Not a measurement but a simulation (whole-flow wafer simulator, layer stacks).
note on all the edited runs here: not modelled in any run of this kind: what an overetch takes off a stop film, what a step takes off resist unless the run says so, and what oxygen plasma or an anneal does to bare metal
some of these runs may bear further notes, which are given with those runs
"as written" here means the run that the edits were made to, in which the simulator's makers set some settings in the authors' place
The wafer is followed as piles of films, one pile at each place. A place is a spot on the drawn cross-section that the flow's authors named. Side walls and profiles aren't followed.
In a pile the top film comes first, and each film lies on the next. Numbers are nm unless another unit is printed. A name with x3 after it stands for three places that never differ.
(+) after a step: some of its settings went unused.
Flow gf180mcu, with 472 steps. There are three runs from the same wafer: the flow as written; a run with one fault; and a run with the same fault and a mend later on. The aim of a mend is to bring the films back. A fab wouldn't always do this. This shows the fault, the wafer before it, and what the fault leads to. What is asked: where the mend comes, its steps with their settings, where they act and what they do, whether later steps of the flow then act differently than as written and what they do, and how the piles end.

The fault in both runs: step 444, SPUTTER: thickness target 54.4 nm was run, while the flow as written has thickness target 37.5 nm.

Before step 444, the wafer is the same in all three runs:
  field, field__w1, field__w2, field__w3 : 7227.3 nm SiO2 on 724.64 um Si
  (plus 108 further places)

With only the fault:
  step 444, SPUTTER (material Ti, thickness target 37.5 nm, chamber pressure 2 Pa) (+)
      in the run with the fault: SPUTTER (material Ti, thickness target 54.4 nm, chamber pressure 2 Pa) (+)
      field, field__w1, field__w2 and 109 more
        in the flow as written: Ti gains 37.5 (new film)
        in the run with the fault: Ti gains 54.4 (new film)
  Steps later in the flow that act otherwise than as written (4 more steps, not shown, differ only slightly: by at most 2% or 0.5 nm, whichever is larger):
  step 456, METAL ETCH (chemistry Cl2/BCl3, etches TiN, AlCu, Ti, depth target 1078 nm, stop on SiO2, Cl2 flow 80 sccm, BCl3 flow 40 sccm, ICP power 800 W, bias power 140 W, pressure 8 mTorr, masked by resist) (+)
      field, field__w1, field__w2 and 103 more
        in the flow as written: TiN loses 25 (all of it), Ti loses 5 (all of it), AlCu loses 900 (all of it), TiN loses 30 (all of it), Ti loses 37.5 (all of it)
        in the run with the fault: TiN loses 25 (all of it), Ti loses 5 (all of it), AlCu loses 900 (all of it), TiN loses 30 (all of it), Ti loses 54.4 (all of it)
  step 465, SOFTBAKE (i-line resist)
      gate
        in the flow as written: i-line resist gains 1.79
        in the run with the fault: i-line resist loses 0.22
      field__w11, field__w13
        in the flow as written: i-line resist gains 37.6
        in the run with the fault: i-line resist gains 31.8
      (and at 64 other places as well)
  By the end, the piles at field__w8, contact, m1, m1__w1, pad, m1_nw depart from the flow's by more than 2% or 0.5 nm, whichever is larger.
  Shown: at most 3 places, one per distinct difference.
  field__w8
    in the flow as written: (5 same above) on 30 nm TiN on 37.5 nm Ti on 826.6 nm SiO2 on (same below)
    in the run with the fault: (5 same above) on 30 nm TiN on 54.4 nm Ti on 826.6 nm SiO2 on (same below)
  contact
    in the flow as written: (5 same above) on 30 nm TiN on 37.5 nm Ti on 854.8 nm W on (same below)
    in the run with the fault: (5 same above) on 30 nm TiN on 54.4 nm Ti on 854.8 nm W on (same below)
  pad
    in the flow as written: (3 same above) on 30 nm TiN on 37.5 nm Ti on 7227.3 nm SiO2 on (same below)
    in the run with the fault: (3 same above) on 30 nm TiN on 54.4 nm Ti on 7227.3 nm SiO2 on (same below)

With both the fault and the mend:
  After step 444 comes the mend.
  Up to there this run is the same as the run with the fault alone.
  step 444a, METAL ETCH (chemistry Cl2/BCl3, etches TiN, AlCu, Ti, depth target 16.9 nm, Cl2 flow 80 sccm, BCl3 flow 40 sccm, ICP power 800 W, bias power 140 W, pressure 8 mTorr) (the flow's step 260, run once more with other settings)
      field, field__w1, field__w2 and 109 more
        Ti loses 16.9
  Every later step of the flow that is run acts as written at every place that is followed.
  The piles end the same as the flow's at every place that both follow.
